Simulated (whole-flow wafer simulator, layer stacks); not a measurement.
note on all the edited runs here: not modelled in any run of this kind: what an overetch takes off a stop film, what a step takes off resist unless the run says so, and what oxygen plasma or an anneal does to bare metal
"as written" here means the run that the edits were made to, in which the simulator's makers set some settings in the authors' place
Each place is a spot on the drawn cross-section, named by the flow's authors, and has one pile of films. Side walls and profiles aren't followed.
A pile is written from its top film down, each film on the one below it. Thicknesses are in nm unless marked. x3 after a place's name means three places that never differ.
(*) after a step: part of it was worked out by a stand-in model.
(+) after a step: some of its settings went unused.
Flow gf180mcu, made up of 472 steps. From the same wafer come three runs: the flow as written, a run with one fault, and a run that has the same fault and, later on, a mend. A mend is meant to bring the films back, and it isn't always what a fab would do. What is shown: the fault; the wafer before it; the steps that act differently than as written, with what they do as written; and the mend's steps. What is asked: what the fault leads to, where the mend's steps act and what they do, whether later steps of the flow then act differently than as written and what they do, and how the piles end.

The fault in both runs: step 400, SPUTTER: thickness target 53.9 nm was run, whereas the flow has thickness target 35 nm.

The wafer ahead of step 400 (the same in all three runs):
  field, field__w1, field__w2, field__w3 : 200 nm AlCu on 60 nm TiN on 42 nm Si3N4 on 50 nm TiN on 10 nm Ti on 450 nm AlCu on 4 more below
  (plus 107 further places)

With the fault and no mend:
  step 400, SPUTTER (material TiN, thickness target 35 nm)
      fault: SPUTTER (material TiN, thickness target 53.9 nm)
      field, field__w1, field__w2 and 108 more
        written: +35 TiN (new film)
        fault: +53.9 TiN (new film)
  Later steps of the flow acting differently than as written (6 more steps, not shown, differ only slightly: by at most 2% or 0.5 nm, whichever is larger):
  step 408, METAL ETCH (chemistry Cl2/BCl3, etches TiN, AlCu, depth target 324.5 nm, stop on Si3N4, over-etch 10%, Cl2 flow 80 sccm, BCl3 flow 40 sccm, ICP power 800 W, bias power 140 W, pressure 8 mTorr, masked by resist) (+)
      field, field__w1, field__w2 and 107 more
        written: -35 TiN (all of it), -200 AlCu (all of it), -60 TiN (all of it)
        fault: -53.9 TiN (all of it), -200 AlCu (all of it), -60 TiN (all of it)
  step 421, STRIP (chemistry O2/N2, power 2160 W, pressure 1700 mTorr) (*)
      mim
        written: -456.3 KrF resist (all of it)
        fault: -442.2 KrF resist (all of it)
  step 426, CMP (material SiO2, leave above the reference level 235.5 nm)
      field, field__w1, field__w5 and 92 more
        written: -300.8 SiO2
        fault: -281.9 SiO2
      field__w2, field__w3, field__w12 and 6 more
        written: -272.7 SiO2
        fault: -253.8 SiO2
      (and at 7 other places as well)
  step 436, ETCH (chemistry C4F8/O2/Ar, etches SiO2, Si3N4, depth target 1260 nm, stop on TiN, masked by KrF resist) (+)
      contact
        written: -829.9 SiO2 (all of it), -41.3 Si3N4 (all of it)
        fault: -848.8 SiO2 (all of it), -41.3 Si3N4 (all of it)
  By the end, the piles at field__w8, contact, m1, m1__w1, mim, m1_nw depart from the flow's by more than 2% or 0.5 nm, whichever is larger.
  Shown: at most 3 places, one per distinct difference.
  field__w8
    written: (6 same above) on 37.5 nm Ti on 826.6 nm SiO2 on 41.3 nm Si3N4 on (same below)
    fault: (6 same above) on 37.5 nm Ti on 845.5 nm SiO2 on 41.3 nm Si3N4 on (same below)
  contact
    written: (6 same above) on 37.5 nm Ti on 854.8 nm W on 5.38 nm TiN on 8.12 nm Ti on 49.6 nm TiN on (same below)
    fault: (6 same above) on 37.5 nm Ti on 873.8 nm W on 5.32 nm TiN on 8.03 nm Ti on 49.6 nm TiN on (same below)
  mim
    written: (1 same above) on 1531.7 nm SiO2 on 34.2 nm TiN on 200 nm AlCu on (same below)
    fault: (1 same above) on 1531.7 nm SiO2 on 53.1 nm TiN on 200 nm AlCu on (same below)

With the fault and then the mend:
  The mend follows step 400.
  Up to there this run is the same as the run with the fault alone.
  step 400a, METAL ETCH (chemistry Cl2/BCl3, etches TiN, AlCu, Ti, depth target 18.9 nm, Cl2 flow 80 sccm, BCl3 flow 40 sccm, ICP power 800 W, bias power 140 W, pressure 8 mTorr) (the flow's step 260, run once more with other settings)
      field, field__w1, field__w2 and 108 more
        -18.9 TiN
  Every later step of the flow that is run acts as written at every place that is followed.
  At every place that both follow, the piles at the end match the flow's.
